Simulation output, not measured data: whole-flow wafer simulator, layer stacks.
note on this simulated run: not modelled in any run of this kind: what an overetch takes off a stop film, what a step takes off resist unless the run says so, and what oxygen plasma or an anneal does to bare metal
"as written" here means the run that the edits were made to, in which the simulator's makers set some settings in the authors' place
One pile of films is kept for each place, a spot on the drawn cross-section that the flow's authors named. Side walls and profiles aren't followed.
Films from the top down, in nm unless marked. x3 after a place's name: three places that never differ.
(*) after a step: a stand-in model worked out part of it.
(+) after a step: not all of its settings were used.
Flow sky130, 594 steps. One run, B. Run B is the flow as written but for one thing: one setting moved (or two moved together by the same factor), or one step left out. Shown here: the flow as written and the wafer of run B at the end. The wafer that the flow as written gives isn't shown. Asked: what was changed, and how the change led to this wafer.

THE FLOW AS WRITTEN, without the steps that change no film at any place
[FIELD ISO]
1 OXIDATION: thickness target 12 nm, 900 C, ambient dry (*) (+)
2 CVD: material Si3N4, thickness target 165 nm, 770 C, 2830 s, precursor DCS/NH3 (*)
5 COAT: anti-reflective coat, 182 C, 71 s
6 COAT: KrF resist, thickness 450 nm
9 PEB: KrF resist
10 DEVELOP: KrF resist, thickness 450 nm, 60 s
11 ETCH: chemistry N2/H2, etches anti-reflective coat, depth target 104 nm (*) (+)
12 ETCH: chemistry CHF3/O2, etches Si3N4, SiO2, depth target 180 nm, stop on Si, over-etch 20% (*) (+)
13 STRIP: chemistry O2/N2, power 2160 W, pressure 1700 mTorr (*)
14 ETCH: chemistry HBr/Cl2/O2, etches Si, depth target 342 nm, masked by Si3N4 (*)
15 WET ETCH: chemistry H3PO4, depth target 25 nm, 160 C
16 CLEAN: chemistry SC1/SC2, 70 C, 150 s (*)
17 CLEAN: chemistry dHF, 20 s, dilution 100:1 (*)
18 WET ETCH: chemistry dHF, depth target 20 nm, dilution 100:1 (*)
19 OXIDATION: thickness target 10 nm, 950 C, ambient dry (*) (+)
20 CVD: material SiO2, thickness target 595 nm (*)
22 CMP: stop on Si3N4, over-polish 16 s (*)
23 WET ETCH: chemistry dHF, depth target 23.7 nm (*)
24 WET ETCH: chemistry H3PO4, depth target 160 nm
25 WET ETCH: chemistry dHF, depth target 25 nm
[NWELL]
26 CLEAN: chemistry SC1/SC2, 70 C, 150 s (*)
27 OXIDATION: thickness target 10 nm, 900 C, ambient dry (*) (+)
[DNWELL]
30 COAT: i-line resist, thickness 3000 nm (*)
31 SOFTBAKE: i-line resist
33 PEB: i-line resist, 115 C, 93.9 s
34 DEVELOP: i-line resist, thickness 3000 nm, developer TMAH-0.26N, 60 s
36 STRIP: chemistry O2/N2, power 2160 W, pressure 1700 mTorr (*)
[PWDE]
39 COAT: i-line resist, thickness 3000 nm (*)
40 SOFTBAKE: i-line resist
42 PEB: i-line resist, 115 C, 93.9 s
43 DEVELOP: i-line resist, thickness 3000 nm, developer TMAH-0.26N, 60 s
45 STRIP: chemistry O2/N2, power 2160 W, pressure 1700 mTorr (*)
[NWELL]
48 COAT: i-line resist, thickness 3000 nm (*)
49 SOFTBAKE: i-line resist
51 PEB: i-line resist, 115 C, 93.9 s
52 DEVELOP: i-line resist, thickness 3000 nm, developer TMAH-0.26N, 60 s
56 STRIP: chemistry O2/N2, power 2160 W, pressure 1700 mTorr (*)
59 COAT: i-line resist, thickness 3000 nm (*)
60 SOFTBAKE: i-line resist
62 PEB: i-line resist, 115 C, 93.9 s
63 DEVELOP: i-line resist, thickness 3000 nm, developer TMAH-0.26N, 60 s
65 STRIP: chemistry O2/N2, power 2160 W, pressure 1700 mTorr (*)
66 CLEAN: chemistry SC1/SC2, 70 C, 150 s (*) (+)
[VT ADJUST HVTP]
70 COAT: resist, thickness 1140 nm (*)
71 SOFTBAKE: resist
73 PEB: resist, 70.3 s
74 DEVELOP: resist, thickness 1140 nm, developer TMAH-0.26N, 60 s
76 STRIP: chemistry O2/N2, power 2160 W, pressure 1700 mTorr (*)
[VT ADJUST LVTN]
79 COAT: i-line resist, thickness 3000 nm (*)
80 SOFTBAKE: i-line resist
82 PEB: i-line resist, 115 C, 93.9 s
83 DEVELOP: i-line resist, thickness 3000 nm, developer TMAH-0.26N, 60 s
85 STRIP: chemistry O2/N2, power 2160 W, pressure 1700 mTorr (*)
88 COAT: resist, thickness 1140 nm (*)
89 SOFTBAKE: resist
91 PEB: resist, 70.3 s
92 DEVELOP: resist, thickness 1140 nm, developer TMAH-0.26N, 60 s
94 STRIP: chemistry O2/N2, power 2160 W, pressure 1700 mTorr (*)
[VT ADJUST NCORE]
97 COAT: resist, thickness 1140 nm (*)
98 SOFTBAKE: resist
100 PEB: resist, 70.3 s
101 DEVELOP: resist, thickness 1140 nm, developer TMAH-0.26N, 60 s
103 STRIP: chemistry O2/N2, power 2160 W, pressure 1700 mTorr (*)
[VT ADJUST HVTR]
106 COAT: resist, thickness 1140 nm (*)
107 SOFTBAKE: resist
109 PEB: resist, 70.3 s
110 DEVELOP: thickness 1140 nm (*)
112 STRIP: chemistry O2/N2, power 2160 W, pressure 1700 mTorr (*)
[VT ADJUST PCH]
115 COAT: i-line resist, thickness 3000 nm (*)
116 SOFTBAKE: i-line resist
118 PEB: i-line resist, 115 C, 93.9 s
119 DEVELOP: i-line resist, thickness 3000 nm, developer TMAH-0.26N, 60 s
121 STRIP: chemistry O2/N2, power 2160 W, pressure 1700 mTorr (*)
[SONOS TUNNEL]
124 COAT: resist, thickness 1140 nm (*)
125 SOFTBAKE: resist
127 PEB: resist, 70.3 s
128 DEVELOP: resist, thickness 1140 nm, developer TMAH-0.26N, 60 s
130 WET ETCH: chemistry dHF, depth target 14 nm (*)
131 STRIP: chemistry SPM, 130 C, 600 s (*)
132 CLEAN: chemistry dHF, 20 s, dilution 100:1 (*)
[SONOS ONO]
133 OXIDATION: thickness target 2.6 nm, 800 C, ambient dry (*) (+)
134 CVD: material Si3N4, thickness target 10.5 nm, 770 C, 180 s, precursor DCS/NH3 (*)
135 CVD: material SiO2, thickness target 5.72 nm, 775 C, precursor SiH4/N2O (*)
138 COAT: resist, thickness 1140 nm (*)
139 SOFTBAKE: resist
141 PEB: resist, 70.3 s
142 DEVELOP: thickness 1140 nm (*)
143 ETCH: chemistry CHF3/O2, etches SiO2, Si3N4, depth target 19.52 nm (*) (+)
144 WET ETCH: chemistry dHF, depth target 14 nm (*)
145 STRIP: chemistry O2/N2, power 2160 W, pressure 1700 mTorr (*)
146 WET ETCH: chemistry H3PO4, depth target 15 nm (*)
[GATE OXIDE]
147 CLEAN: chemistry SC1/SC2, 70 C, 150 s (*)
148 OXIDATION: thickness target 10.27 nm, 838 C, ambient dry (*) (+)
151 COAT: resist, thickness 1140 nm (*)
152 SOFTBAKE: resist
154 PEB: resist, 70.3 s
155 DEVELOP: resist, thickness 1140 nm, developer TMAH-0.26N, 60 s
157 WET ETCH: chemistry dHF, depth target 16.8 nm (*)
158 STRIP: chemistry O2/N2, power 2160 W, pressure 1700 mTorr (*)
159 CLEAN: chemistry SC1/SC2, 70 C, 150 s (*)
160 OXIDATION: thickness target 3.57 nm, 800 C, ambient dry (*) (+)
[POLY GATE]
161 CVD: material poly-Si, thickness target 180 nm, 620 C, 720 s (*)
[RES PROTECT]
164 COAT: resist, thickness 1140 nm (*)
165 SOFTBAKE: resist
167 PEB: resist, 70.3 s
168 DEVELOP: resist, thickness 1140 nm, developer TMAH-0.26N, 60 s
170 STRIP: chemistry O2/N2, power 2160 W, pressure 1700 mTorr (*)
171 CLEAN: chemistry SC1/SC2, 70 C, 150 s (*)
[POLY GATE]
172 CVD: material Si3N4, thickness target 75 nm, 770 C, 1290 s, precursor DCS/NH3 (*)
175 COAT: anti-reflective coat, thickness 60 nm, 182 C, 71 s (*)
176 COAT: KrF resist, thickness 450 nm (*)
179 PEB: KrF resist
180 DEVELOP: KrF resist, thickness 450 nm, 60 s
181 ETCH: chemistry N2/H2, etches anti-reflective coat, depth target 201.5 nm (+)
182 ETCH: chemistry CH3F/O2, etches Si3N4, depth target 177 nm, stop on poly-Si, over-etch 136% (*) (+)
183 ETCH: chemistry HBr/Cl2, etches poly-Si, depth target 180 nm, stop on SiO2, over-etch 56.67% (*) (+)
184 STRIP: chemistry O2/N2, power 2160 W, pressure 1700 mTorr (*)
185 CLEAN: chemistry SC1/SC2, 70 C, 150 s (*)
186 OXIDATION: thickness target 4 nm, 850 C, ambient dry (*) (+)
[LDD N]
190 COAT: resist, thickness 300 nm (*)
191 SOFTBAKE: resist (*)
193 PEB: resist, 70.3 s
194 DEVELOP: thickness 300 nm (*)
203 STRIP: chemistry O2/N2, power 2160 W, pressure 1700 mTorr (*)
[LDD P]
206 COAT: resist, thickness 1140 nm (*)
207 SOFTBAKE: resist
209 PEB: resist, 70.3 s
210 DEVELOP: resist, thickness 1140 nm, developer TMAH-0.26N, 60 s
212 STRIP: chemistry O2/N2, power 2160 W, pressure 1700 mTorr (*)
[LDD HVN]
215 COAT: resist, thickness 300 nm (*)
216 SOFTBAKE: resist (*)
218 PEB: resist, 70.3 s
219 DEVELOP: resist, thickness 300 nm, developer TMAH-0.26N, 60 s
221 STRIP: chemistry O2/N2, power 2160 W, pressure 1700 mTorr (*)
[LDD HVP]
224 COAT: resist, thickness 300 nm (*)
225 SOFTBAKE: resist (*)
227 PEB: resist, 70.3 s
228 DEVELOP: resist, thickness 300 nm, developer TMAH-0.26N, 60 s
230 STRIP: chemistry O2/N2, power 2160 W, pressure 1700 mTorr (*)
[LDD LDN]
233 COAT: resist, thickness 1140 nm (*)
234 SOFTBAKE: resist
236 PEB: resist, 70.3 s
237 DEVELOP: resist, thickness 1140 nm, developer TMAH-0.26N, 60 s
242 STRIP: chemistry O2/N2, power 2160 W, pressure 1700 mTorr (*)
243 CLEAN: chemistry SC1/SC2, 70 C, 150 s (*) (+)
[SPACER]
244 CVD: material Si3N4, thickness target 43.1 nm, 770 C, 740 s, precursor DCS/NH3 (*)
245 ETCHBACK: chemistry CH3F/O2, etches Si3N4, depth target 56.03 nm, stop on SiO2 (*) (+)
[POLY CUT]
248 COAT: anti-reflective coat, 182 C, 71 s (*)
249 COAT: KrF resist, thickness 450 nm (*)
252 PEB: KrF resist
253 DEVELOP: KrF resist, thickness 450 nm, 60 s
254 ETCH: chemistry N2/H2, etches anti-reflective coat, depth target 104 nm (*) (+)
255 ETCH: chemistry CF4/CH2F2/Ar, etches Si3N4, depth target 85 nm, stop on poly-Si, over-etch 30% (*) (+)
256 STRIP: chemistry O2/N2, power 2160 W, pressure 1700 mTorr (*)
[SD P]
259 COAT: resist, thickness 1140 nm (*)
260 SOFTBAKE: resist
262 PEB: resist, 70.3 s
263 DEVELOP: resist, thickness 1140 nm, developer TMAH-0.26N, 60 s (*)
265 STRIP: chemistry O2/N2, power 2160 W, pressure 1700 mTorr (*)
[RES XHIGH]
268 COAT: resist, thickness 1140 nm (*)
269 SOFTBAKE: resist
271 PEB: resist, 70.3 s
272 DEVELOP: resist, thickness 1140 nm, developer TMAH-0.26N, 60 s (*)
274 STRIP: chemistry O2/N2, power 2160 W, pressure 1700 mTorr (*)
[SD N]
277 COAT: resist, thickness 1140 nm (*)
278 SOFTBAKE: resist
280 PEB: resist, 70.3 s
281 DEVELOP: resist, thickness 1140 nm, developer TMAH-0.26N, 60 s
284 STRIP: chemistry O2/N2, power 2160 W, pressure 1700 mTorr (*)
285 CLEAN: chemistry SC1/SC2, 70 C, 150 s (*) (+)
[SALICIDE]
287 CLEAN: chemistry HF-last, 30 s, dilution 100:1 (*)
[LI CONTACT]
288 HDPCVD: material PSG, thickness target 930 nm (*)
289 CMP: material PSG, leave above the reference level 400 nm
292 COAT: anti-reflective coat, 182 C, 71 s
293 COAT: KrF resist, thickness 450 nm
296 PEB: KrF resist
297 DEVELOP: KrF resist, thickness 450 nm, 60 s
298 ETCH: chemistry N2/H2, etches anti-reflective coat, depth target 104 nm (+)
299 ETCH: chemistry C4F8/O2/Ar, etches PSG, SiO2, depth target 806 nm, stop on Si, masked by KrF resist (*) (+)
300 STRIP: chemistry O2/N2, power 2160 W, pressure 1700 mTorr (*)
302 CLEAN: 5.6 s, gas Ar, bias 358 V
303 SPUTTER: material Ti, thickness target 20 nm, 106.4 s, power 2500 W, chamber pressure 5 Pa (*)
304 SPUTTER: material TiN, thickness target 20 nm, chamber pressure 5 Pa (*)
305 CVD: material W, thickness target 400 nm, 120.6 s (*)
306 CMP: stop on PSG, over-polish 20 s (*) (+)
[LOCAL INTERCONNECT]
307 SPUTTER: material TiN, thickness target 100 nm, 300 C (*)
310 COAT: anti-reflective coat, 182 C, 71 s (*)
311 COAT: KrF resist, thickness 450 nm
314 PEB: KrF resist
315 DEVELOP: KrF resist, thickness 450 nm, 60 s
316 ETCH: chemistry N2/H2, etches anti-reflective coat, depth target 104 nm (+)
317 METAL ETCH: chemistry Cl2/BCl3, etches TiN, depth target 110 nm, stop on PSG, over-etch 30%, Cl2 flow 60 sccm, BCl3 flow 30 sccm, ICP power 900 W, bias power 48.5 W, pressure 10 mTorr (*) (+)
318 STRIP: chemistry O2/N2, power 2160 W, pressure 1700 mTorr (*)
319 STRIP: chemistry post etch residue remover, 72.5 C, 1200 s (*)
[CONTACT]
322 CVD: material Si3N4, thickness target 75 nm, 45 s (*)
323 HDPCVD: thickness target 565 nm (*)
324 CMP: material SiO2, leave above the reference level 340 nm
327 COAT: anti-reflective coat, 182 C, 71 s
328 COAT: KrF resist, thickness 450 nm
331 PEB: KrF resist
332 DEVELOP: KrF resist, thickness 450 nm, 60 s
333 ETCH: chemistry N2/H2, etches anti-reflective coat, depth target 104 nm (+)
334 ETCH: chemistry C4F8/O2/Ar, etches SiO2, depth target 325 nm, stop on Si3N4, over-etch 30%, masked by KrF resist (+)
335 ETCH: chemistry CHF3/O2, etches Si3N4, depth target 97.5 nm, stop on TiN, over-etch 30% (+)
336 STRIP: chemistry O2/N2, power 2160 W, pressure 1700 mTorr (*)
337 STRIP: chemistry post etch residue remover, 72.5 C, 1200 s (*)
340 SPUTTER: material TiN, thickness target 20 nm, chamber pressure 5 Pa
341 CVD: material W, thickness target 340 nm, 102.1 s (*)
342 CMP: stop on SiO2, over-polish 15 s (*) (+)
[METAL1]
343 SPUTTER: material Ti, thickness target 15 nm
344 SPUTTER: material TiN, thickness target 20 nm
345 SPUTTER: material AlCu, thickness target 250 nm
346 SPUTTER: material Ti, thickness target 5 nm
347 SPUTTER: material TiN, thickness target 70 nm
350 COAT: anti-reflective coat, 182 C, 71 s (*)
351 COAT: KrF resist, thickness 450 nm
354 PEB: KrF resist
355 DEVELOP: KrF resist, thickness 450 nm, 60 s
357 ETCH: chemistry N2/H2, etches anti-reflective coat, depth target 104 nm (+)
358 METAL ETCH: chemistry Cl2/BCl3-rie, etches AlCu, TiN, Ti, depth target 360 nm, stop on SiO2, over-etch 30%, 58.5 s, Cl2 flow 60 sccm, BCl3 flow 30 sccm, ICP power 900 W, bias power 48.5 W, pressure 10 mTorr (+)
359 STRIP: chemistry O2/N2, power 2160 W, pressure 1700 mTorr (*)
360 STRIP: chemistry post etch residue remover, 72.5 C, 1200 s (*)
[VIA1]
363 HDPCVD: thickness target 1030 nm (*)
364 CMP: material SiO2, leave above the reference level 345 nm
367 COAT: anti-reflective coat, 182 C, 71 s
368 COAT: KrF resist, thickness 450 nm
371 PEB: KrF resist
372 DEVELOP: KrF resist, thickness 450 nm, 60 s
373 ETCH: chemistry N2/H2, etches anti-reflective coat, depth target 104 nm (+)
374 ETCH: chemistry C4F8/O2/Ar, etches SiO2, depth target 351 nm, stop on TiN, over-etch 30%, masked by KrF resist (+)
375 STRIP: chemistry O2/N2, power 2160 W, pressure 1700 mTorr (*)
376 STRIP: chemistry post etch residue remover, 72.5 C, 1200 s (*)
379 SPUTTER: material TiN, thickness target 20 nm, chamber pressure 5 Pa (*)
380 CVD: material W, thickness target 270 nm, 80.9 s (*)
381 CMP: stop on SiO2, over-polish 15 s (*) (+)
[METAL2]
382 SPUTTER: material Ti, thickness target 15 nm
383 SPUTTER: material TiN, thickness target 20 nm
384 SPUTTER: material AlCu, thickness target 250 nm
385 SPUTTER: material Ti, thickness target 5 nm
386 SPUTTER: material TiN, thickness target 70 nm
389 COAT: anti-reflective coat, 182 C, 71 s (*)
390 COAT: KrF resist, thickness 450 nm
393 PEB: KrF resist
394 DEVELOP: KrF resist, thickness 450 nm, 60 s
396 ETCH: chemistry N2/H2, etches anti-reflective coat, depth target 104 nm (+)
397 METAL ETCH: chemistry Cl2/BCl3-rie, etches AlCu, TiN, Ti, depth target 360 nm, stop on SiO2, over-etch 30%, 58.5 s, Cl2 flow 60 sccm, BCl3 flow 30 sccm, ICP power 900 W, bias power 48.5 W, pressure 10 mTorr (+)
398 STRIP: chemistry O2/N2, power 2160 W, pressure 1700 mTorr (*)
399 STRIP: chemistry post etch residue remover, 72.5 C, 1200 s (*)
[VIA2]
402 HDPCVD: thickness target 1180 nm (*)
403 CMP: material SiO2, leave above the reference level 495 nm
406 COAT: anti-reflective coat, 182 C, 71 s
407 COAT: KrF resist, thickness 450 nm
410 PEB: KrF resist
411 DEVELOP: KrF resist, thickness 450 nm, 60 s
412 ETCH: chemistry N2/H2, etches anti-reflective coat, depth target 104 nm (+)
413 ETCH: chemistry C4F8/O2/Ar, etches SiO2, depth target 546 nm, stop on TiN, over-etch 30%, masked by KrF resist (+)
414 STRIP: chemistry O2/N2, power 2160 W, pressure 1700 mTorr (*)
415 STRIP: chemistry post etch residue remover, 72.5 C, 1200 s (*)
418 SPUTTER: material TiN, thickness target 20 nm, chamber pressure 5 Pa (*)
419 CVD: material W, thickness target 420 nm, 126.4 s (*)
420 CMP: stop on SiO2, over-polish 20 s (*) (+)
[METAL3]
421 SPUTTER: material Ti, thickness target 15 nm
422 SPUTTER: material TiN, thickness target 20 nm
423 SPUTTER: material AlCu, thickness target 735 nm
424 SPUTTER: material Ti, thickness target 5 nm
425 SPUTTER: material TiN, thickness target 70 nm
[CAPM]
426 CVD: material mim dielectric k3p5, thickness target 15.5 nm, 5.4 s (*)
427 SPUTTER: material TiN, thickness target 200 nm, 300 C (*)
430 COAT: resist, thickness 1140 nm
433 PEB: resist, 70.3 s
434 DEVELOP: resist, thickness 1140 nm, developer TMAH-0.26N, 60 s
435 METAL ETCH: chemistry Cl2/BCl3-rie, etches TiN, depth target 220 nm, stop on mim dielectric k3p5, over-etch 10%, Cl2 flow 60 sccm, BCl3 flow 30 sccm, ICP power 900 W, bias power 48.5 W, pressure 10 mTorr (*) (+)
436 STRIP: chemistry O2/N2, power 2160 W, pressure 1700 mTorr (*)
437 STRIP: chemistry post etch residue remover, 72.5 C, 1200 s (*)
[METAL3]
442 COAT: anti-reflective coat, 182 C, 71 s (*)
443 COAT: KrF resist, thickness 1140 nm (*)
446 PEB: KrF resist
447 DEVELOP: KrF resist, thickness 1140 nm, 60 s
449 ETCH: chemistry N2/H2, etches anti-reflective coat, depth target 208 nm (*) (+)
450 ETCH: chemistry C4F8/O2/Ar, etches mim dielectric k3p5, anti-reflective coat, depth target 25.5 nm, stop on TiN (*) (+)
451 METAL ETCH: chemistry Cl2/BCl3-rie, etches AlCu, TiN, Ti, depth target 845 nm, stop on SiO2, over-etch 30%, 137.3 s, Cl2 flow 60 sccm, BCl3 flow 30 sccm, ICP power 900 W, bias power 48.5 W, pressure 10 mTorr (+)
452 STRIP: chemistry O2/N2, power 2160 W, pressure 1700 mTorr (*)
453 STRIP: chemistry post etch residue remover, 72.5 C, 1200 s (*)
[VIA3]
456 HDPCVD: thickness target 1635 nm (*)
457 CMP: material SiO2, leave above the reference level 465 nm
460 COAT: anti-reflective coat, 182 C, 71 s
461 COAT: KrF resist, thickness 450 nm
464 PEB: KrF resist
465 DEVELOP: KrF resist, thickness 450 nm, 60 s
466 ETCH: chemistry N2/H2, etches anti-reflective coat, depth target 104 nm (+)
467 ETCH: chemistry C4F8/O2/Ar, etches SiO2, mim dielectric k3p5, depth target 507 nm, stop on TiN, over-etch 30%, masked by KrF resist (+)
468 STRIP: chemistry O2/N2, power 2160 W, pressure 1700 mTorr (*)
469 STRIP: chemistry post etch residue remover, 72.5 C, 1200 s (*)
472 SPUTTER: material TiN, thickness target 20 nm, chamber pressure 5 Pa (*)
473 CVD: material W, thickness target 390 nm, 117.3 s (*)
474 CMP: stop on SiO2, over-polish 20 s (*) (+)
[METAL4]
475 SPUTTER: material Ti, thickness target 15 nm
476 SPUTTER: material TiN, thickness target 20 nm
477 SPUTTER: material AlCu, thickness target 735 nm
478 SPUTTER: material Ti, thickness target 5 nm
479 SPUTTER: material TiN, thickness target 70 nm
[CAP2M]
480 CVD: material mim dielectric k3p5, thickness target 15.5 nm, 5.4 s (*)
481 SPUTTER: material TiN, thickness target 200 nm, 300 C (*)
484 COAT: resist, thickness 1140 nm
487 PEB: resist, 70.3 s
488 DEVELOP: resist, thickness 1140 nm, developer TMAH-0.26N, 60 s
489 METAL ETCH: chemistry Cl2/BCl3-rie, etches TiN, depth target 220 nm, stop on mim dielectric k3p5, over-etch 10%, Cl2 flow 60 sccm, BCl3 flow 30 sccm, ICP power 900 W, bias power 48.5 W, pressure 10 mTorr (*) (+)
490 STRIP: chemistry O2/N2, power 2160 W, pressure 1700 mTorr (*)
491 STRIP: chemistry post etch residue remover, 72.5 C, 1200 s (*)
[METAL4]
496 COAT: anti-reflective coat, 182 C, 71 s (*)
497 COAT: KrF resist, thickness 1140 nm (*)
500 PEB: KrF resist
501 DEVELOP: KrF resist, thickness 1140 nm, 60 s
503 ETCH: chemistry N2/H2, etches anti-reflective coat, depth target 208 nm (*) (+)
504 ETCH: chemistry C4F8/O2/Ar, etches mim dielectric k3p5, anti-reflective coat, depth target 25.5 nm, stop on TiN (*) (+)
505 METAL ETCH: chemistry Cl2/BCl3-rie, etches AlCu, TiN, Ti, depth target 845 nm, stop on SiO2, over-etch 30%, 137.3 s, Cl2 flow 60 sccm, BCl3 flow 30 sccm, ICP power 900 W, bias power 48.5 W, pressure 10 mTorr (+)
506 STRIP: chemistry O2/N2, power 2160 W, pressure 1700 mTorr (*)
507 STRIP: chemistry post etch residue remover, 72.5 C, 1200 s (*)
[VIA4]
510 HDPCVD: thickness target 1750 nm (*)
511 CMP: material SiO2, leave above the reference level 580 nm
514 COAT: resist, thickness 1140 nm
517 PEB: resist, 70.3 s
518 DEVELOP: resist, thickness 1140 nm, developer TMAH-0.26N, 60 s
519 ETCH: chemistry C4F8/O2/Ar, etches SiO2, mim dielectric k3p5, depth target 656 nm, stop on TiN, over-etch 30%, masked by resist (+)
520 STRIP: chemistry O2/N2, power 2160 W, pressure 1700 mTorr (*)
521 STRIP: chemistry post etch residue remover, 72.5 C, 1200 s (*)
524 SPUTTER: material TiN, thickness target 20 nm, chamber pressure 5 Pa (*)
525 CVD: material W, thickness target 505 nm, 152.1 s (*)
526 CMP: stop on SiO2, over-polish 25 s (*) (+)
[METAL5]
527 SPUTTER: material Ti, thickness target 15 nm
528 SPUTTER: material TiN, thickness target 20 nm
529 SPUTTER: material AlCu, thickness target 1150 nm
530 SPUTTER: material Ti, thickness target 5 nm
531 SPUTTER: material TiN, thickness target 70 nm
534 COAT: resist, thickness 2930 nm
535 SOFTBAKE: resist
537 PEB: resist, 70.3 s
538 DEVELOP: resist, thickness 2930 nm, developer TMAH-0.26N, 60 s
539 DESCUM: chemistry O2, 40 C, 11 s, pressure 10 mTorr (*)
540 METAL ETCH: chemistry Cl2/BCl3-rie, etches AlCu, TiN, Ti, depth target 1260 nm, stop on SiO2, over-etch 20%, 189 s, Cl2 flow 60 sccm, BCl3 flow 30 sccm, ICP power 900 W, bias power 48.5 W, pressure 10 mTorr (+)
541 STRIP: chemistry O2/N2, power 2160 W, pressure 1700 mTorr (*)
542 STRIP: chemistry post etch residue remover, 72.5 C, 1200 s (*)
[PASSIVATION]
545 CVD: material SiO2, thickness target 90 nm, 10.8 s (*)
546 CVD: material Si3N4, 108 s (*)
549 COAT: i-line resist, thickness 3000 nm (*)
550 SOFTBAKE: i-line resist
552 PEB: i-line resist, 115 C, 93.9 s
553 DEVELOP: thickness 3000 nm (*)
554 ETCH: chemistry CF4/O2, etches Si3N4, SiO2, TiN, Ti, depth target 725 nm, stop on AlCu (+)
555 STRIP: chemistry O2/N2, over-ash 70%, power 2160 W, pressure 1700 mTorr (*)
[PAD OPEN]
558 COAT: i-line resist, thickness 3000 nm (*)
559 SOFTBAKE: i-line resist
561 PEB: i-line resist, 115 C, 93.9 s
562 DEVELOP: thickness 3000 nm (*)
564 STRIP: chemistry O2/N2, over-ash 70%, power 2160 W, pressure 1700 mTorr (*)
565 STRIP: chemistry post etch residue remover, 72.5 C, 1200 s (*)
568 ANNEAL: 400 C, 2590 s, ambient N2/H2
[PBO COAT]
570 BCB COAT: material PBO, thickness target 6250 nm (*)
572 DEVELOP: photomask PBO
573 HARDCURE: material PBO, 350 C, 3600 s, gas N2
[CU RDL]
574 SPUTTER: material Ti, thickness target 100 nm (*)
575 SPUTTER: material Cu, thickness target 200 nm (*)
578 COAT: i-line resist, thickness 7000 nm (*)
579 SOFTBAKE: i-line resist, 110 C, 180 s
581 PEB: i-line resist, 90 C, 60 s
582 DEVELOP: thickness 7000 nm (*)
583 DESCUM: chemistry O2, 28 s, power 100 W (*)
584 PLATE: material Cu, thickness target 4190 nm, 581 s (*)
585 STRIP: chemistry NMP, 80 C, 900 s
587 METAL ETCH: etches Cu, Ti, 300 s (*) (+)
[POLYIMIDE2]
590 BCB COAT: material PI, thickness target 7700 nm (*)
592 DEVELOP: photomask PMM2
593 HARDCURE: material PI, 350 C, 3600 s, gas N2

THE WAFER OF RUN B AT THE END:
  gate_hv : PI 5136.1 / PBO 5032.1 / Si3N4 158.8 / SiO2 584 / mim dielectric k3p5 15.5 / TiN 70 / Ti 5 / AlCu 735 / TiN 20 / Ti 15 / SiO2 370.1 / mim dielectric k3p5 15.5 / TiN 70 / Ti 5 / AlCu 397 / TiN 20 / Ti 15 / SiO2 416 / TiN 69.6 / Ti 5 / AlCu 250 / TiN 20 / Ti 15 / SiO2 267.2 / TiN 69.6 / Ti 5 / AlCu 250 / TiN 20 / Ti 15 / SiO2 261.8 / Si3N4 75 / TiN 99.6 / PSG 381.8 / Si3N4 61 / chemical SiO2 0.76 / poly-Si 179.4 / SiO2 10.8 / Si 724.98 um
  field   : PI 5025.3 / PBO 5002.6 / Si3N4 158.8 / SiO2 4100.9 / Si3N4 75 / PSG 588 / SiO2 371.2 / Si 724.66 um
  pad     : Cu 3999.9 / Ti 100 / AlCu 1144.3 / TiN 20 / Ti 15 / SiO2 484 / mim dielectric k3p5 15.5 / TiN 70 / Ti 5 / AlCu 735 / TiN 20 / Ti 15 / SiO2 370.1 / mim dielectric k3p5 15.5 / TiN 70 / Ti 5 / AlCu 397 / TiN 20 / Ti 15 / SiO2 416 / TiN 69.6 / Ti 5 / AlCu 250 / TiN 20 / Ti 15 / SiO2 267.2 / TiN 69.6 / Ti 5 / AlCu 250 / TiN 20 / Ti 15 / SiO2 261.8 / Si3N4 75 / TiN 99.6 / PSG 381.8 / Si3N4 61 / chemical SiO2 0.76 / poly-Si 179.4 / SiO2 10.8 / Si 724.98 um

The cause: step 423, SPUTTER: thickness target 397 nm was run, where the flow has thickness target 735 nm.
It can be read off the wafer: gate_hv has AlCu 397, and step 423 as written asks for 735 nm.

How the change led to this, step by step:
  423 SPUTTER: material AlCu, thickness target 735 nm
      field, active, n_well and 188 more: AlCu +397 (new film) (as written it would be: AlCu +735 (new film))
  451 METAL ETCH: chemistry Cl2/BCl3-rie, etches AlCu, TiN, Ti, depth target 845 nm, stop on SiO2, over-etch 30%, 137.3 s, Cl2 flow 60 sccm, BCl3 flow 30 sccm, ICP power 900 W, bias power 48.5 W, pressure 10 mTorr (+)
      field, gate, spacer and 61 more: TiN -70 (all of it), Ti -5 (all of it), AlCu -397 (all of it), TiN -20 (all of it), Ti -15 (all of it), SiO2 -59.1 (as written it would be: TiN -70 (all of it), Ti -5 (all of it), AlCu -735 (all of it), TiN -20 (all of it), Ti -15 (all of it), SiO2 -25.4)
      vpp_ln, vpp_iso2, ndiff_ln, ndiff_cd, via1_hole, via1_enc, via_li1, m2_ln_cd: TiN -70 (all of it), Ti -5 (all of it), AlCu -397 (all of it), TiN -20 (all of it), Ti -15 (all of it), SiO2 -59.1 (as written it would be: TiN -70 (all of it), Ti -5 (all of it), AlCu -735 (all of it), TiN -20 (all of it), Ti -15 (all of it), SiO2 -25.3)
      (and at 13 more places)
  457 CMP: material SiO2, leave above the reference level 465 nm
      field, active, gate and 80 more: SiO2 -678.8 (as written it would be: SiO2 -374.7)
      poly_licon, rpo_hd_licon: SiO2 -678.9 (as written it would be: SiO2 -374.7)
